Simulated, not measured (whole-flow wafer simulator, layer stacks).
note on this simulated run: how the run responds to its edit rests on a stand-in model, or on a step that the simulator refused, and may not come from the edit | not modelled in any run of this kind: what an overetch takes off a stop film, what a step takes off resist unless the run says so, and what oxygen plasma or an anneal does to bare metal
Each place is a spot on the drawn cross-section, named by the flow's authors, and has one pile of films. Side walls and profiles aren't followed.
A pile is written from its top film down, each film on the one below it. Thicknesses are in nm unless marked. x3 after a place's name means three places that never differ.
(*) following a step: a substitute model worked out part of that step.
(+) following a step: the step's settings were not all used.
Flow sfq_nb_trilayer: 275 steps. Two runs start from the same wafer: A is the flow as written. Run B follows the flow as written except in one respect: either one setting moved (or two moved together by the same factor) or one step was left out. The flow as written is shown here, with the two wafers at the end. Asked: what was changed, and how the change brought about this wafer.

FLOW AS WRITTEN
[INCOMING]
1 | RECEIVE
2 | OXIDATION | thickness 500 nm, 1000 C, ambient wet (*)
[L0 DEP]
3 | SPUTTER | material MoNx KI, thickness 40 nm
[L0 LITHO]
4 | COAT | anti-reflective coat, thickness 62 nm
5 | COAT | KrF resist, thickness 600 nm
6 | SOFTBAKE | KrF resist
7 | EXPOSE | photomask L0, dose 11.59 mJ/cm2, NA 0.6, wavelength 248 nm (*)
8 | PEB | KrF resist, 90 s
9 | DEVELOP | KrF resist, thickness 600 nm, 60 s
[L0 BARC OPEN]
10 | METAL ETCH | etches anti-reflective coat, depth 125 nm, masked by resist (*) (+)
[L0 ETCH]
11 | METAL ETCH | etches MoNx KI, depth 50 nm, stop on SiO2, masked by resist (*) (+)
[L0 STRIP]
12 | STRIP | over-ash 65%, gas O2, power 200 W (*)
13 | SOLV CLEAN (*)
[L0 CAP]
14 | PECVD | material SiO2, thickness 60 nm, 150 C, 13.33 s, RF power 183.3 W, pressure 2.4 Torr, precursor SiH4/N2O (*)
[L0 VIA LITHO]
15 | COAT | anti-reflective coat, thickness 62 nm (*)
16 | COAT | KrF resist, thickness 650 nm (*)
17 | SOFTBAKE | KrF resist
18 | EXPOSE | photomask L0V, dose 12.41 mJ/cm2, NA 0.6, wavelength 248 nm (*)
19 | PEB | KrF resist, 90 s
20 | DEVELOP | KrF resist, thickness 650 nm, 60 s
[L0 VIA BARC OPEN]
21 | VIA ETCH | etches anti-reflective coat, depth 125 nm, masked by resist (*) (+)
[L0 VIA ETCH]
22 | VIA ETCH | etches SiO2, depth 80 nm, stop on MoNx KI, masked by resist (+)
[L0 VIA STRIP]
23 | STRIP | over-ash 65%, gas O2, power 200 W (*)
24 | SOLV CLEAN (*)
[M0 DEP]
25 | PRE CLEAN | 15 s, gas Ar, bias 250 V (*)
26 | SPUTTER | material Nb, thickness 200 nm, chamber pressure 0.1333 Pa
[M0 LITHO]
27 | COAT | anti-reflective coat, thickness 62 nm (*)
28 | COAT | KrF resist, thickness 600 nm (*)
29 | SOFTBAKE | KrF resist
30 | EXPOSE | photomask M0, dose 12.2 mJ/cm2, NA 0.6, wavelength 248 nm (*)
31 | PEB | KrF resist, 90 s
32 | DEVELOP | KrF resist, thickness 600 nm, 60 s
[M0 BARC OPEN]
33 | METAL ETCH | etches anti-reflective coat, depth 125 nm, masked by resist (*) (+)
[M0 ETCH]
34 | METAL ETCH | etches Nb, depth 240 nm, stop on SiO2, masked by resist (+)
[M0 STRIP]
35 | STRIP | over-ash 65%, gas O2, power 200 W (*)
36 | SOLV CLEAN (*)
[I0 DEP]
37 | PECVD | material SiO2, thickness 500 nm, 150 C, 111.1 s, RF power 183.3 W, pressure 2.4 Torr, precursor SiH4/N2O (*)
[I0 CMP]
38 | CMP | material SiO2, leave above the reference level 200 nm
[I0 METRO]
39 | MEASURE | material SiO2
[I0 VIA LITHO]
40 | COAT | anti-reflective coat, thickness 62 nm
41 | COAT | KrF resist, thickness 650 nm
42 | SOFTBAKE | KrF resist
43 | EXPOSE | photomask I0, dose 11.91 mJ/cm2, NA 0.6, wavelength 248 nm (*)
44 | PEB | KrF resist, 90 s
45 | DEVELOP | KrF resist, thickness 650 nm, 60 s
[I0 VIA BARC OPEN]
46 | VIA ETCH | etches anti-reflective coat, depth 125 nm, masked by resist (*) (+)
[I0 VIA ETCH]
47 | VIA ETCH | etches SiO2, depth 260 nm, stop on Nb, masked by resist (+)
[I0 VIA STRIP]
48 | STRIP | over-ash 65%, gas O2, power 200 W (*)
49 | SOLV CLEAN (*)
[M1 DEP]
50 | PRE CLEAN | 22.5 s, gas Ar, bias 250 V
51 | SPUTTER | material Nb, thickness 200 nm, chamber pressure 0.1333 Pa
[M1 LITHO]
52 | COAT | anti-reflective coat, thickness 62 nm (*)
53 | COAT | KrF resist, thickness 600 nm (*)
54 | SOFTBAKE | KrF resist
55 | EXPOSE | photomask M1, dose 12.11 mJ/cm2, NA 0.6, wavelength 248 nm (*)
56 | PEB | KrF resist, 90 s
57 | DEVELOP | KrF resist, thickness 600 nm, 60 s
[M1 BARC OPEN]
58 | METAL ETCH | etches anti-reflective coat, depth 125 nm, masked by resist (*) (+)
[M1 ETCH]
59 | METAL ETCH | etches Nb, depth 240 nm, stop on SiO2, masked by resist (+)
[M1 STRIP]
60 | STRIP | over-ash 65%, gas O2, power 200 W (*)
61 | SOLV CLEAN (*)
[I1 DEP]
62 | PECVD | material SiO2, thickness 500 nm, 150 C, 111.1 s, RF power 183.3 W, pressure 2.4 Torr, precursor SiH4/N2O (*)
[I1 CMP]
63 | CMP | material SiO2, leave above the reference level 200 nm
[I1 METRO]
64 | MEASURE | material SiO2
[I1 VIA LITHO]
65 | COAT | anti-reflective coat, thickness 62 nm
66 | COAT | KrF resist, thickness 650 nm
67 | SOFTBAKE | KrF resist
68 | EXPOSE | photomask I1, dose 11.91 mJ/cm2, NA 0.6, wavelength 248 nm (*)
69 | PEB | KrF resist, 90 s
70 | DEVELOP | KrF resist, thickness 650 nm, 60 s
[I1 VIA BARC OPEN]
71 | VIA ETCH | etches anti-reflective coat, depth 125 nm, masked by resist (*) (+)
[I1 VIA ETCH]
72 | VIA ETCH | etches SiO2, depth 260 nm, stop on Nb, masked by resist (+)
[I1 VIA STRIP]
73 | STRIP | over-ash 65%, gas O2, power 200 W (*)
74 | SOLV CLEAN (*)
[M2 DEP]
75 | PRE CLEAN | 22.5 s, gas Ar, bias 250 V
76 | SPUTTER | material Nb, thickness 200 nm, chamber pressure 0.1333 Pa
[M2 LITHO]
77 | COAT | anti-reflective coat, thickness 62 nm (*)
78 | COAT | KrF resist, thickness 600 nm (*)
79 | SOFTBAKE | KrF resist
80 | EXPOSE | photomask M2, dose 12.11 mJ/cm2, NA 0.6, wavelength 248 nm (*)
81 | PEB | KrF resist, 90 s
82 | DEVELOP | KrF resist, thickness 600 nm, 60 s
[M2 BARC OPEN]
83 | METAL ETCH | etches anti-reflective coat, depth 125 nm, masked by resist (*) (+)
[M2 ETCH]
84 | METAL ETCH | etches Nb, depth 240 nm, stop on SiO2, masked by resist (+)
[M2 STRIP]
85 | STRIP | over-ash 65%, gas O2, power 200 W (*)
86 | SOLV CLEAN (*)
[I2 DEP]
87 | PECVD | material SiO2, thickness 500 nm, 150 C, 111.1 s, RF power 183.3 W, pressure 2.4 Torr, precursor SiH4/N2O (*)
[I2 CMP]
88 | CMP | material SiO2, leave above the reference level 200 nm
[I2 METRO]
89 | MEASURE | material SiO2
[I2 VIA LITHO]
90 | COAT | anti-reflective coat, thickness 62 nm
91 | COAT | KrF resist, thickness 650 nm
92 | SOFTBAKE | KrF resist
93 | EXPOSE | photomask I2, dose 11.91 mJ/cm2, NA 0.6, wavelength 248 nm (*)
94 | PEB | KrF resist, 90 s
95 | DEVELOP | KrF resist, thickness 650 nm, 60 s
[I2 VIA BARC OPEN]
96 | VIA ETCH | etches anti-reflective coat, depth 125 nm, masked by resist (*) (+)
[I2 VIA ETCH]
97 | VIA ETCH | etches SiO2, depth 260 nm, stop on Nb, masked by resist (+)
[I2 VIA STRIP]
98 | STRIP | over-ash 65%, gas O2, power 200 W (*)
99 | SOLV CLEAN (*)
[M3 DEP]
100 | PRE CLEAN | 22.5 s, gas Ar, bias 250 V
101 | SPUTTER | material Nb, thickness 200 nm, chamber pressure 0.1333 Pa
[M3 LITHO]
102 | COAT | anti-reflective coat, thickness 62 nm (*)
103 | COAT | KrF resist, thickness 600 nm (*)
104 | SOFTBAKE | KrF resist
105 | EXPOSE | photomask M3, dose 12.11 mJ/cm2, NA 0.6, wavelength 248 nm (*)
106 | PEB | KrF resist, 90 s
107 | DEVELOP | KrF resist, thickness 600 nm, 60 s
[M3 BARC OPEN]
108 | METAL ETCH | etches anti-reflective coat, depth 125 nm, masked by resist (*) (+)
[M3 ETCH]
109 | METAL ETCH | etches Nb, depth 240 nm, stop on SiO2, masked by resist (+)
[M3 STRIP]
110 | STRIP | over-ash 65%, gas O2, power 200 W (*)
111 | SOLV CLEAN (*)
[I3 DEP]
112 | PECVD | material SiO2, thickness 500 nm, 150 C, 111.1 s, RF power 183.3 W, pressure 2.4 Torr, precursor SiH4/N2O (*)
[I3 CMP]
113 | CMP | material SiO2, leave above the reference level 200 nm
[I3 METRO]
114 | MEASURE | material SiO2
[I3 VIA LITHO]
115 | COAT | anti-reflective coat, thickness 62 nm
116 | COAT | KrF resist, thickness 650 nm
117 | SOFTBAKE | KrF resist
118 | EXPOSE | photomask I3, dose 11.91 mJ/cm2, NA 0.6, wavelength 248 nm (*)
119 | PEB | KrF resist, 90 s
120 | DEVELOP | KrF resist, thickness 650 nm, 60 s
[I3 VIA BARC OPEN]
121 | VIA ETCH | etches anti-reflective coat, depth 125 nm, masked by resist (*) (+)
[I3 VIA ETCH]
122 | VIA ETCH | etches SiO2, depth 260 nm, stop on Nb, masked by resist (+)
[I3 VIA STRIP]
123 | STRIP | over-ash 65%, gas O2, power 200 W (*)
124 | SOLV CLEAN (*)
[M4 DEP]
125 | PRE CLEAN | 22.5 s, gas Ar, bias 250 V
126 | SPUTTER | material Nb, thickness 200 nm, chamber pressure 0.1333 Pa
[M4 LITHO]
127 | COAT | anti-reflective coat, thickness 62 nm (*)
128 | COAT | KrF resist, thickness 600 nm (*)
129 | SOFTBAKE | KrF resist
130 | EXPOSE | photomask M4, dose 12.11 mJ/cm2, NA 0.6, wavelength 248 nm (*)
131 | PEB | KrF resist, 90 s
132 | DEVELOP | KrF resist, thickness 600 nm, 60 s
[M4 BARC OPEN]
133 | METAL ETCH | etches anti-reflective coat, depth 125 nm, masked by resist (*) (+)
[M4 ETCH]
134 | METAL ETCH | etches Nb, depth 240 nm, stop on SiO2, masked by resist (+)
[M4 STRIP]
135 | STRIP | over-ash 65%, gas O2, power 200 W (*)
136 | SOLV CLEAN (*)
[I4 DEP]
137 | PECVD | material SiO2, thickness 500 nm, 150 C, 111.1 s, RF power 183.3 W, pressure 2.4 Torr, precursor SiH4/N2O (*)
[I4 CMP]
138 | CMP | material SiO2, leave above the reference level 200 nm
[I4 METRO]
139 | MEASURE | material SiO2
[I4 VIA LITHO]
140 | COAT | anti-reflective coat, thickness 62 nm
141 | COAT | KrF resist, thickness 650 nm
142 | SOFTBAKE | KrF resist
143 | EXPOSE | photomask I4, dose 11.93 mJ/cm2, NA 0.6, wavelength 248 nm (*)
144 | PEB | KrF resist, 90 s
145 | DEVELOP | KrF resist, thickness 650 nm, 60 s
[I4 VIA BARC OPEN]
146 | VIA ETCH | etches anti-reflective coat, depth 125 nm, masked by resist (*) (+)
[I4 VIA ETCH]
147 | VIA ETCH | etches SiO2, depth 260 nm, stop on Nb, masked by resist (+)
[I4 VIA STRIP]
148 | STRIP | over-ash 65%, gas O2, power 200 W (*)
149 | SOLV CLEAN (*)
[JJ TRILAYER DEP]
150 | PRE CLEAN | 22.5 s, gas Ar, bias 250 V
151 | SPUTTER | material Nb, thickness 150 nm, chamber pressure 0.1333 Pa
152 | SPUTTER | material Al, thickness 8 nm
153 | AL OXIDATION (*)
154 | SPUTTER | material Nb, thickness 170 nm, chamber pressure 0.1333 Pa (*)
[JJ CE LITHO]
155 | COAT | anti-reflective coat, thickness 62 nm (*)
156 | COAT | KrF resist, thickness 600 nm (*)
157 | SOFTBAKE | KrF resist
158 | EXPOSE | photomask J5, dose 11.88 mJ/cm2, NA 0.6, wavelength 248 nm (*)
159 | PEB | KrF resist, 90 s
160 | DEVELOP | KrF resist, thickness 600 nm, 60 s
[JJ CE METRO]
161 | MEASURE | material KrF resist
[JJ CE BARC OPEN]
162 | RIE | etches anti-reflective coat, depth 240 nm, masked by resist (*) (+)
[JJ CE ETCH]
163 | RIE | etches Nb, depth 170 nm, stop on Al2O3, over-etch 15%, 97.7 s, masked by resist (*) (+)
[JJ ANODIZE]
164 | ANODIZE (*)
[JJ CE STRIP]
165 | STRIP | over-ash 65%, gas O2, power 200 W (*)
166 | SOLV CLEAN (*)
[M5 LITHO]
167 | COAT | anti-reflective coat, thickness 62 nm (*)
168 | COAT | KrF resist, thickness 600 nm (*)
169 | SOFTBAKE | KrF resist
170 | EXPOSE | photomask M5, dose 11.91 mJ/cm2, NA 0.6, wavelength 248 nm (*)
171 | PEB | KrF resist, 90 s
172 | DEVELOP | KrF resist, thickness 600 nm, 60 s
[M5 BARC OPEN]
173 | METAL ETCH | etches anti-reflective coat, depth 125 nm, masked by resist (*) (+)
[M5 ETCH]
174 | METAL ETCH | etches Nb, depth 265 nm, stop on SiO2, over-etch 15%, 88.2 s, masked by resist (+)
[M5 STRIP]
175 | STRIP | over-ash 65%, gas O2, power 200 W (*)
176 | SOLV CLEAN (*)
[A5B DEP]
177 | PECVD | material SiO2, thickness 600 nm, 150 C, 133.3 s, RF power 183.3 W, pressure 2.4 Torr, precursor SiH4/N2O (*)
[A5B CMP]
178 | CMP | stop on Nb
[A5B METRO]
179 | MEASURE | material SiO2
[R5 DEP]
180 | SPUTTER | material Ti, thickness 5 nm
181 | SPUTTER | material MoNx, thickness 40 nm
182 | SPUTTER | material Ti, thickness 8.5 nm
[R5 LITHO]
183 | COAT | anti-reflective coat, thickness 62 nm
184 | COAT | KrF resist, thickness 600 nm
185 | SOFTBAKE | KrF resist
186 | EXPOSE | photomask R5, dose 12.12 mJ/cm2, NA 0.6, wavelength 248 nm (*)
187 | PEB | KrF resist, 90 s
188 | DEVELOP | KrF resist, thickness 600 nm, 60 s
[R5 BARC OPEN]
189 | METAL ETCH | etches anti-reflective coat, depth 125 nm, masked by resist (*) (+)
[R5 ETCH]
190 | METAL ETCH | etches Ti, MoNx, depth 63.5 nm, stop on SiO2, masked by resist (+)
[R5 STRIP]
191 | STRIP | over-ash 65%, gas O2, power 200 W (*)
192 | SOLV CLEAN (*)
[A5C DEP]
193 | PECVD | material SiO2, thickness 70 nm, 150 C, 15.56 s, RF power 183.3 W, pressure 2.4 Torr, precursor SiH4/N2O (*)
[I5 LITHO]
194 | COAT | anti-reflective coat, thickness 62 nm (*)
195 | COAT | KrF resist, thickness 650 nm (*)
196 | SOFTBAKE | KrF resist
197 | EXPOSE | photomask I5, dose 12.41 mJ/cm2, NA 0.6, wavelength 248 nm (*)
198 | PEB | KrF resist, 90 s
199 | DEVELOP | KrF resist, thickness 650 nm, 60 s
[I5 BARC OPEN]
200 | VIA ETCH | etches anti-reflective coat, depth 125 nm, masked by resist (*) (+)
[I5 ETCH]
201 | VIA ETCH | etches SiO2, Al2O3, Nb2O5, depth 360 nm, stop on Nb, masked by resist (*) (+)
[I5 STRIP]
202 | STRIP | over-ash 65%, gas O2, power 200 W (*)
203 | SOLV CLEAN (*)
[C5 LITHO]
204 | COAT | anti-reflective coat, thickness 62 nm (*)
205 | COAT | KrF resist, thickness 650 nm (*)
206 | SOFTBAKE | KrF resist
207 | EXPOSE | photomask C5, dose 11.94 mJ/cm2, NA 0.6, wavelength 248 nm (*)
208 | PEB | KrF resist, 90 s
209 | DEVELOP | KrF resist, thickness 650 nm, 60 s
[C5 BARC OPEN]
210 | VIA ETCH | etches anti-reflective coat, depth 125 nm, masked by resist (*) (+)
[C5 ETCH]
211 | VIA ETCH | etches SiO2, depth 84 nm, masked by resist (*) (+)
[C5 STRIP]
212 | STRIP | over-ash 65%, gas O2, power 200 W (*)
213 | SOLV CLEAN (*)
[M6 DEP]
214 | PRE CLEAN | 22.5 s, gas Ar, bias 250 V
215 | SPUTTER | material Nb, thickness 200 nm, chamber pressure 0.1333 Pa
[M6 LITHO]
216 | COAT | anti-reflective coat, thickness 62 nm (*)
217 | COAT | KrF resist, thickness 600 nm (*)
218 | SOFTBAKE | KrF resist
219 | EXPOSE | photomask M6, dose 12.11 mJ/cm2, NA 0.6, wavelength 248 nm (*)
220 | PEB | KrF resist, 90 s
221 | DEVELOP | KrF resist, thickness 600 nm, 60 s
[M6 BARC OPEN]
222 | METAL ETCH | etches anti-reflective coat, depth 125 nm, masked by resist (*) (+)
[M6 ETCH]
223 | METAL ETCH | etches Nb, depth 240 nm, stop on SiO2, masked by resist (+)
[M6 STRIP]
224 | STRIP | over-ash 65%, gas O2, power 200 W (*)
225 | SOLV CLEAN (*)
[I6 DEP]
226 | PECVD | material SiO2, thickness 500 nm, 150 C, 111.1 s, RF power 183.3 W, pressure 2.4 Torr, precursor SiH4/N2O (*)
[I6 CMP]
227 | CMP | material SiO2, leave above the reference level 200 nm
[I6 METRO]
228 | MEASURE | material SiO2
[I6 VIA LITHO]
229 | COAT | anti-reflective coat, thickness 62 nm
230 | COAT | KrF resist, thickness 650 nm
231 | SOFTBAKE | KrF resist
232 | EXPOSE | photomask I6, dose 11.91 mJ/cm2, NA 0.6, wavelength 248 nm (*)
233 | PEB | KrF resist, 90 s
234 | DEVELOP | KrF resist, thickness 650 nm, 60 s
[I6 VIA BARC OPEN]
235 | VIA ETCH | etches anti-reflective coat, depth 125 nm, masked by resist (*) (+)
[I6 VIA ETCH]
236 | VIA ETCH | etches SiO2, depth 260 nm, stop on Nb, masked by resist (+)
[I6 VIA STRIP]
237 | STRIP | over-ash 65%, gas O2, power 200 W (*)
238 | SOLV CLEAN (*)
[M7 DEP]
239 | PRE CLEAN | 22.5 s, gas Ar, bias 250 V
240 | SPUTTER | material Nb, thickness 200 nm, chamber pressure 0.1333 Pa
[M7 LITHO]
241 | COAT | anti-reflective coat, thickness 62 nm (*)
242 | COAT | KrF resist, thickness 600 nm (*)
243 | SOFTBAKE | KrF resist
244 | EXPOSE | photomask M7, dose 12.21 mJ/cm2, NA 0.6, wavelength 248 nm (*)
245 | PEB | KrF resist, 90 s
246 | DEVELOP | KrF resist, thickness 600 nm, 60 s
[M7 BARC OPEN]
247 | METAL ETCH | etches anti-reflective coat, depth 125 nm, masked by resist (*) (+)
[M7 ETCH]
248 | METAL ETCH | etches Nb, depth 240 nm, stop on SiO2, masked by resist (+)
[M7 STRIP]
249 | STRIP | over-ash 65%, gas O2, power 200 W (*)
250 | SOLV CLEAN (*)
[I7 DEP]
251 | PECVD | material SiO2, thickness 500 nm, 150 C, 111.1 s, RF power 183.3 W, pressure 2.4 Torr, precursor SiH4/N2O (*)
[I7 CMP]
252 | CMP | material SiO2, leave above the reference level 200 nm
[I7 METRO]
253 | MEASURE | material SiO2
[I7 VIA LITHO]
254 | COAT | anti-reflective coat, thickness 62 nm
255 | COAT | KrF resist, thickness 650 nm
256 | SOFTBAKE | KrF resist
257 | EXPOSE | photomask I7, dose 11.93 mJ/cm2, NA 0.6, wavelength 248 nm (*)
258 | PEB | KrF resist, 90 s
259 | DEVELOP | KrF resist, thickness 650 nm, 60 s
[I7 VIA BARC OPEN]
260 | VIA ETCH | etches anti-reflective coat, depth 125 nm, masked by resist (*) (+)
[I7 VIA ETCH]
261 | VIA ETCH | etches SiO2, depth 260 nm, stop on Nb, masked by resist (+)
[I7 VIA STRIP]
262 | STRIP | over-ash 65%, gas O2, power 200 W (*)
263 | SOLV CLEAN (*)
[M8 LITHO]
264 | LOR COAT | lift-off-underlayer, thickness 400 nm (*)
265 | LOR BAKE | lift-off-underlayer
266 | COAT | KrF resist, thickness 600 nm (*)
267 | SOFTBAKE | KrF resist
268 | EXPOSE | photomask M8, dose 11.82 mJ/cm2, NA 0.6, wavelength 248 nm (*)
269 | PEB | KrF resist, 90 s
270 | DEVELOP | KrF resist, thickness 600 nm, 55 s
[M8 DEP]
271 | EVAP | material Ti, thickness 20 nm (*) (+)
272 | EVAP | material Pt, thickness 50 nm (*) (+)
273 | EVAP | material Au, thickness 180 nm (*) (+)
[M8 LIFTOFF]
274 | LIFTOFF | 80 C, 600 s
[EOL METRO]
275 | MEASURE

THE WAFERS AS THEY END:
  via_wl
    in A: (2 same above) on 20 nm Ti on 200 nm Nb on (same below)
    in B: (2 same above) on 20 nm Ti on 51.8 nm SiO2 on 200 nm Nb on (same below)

The reason: step 261, VIA ETCH: depth 148 nm was run, while the flow as written has depth 260 nm.

Step by step, how the change led to this:
  261 | VIA ETCH | etches SiO2, depth 260 nm, stop on Nb, masked by resist (+)
      via_wl, via_w, via_wr: A SiO2 loses 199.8 (all of it) | B SiO2 loses 148
      field_l, v_sur, via_sp and 100 more: A KrF resist loses 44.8 | B KrF resist loses 25.5
  262 | STRIP | over-ash 65%, gas O2, power 200 W (*)
      field_l, v_sur, via_sp and 100 more: A KrF resist loses 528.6 (all of it), anti-reflective coat loses 62 (all of it) | B KrF resist loses 547.9 (all of it), anti-reflective coat loses 62 (all of it)
  264 | LOR COAT | lift-off-underlayer, thickness 400 nm (*)
      via_wl, via_wr: A lift-off-underlayer gains 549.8 (new film) | B lift-off-underlayer gains 510.9 (new film)
      v_sur: A lift-off-underlayer gains 369.4 (new film) | B lift-off-underlayer gains 377.3 (new film)
      (as well as at 1 more place)
  270 | DEVELOP | KrF resist, thickness 600 nm, 55 s
      v_sur: A KrF resist loses 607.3 (all of it), lift-off-underlayer loses 369.4 (all of it) | B KrF resist loses 605.1 (all of it), lift-off-underlayer loses 377.3 (all of it)
      via_wl: A KrF resist loses 623.9 (all of it), lift-off-underlayer loses 549.8 (all of it) | B KrF resist loses 617.3 (all of it), lift-off-underlayer loses 510.9 (all of it)
      (as well as at 2 more places)
Taking metal films that touch as one body, via_wl has 8 bodies (between them, from the top down: SiO2 51.8; SiO2 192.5; SiO2 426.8 / Al2O3 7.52 / Nb2O5 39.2; SiO2 192.5; SiO2 192.5; SiO2 192.5; SiO2 192.5); the flow as written gives 7 bodies (between them, from the top down: SiO2 192.5; SiO2 426.8 / Al2O3 7.52 / Nb2O5 39.2; SiO2 192.5; SiO2 192.5; SiO2 192.5; SiO2 192.5).
